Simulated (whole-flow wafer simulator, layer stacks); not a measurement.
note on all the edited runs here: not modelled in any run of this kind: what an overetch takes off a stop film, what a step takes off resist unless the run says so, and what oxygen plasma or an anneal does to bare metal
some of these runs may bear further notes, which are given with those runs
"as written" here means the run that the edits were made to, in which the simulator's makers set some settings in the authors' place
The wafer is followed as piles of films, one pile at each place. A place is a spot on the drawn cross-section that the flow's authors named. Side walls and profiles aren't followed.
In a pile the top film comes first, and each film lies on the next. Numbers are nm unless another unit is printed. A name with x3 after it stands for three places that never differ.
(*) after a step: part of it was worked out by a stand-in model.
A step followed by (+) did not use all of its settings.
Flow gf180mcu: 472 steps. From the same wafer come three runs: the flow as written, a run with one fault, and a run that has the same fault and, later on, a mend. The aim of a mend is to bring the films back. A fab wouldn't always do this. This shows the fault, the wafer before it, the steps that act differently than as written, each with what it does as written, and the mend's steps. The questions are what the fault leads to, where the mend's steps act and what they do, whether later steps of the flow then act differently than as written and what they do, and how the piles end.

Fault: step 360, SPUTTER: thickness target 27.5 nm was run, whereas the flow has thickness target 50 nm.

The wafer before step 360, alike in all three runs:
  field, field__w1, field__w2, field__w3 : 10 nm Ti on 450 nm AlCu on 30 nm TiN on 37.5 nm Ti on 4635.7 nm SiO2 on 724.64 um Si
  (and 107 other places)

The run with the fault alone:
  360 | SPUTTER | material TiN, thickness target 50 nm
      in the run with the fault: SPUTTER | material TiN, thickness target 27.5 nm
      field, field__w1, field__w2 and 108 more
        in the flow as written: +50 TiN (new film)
        in the run with the fault: +27.5 TiN (new film)
  Later steps of the flow acting differently than as written (2 other steps are not shown; they differ only slightly, by no more than 2% or 0.5 nm, whichever is larger):
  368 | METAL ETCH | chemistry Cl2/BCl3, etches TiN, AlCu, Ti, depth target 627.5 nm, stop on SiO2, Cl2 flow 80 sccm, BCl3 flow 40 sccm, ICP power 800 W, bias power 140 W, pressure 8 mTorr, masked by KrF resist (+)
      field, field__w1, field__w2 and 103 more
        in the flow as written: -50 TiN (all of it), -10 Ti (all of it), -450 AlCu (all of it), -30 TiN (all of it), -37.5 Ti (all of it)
        in the run with the fault: -27.5 TiN (all of it), -10 Ti (all of it), -450 AlCu (all of it), -30 TiN (all of it), -37.5 Ti (all of it)
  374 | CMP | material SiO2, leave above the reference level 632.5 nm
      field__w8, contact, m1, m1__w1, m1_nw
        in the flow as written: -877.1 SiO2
        in the run with the fault: -854.6 SiO2
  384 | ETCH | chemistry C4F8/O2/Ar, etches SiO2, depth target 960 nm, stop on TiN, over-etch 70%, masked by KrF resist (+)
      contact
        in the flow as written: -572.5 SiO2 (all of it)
        in the run with the fault: -595 SiO2 (all of it)
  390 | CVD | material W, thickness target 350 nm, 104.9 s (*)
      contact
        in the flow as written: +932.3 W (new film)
        in the run with the fault: +955 W (new film)
  By the end, the piles at field__w8, contact, m1, m1__w1, m1_nw depart from the flow's by more than 2% or 0.5 nm, whichever is larger.
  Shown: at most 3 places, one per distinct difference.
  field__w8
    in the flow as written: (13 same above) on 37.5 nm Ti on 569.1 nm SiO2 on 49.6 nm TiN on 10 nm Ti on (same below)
    in the run with the fault: (13 same above) on 37.5 nm Ti on 591.6 nm SiO2 on 27.1 nm TiN on 10 nm Ti on (same below)
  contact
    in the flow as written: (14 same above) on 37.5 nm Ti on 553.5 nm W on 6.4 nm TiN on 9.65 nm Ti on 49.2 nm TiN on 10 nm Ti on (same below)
    in the run with the fault: (14 same above) on 37.5 nm Ti on 576.2 nm W on 6.32 nm TiN on 9.53 nm Ti on 26.7 nm TiN on 10 nm Ti on (same below)

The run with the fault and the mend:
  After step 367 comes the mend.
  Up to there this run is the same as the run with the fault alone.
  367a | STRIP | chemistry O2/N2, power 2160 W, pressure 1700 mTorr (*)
      field__w8, contact, m1, m1__w1, m1_nw
        -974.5 KrF resist (all of it)
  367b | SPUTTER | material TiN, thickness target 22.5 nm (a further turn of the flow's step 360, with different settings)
      field, field__w1, field__w2 and 108 more
        +22.5 TiN
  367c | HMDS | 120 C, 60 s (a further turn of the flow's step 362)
      leaves every film unchanged at each place that is followed
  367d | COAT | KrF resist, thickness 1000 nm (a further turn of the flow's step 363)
      field, field__w1, field__w2 and 108 more
        +1000 KrF resist (new film)
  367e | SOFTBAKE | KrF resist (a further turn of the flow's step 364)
      leaves every film unchanged at each place that is followed
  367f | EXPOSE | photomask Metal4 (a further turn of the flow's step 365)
      leaves every film unchanged at each place that is followed
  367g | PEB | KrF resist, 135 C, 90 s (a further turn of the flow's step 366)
      field, field__w1, field__w2 and 108 more
        -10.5 KrF resist
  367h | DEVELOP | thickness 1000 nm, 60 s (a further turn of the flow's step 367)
      field, field__w1, field__w2 and 103 more
        -989.5 KrF resist (all of it)
      field__w8, contact, m1, m1__w1, m1_nw
        -14.9 KrF resist
  Later steps of the flow that are run all act as written at every place that is followed.
  By the end, the piles equal the flow's at every place that both follow.
